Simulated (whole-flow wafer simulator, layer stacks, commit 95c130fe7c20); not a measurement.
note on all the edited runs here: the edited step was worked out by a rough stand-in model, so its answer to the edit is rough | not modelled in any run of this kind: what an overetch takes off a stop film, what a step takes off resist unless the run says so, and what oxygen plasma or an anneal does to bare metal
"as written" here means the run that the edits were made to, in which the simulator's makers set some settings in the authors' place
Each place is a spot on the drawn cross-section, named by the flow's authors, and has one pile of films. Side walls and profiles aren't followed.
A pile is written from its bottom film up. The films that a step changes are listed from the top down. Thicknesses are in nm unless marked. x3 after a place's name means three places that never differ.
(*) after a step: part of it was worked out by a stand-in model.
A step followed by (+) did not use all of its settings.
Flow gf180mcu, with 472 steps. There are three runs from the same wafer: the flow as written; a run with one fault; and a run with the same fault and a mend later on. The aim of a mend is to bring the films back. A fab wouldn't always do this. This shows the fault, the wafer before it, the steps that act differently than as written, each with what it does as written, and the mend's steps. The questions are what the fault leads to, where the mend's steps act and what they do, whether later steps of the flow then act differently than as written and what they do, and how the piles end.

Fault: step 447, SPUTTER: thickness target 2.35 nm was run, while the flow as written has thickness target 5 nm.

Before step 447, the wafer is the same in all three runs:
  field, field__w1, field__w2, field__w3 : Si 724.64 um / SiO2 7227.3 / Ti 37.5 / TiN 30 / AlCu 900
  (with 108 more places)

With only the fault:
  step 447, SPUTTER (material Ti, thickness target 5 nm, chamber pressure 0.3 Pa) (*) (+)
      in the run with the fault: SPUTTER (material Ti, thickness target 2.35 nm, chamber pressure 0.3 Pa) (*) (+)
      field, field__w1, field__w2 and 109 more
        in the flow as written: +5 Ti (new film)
        in the run with the fault: +2.35 Ti (new film)
  Later steps of the flow acting differently than as written (not shown: 4 more steps that differ only slightly, by at most 2% or 0.5 nm, whichever is larger):
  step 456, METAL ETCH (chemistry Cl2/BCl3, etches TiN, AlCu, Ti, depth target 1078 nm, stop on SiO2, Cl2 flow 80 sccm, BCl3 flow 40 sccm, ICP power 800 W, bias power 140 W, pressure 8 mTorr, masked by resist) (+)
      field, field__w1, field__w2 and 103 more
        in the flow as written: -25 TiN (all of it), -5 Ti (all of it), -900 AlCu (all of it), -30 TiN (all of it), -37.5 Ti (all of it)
        in the run with the fault: -25 TiN (all of it), -2.35 Ti (all of it), -900 AlCu (all of it), -30 TiN (all of it), -37.5 Ti (all of it)
  At field__w8, contact, m1, m1__w1, pad, m1_nw, the piles at the end differ from the flow's by more than 2% or 0.5 nm, whichever is larger.
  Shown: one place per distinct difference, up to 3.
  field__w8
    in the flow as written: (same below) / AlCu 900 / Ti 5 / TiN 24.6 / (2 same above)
    in the run with the fault: (same below) / AlCu 900 / Ti 2.35 / TiN 24.6 / (2 same above)
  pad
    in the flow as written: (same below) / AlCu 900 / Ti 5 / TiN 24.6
    in the run with the fault: (same below) / AlCu 900 / Ti 2.35 / TiN 24.6

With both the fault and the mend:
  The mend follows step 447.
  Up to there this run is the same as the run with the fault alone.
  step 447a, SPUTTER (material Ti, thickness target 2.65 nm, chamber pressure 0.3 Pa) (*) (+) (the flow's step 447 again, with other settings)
      field, field__w1, field__w2 and 109 more
        +2.65 Ti
  Every later step of the flow that is run acts as written at every place that is followed.
  At every place that both follow, the piles at the end match the flow's.
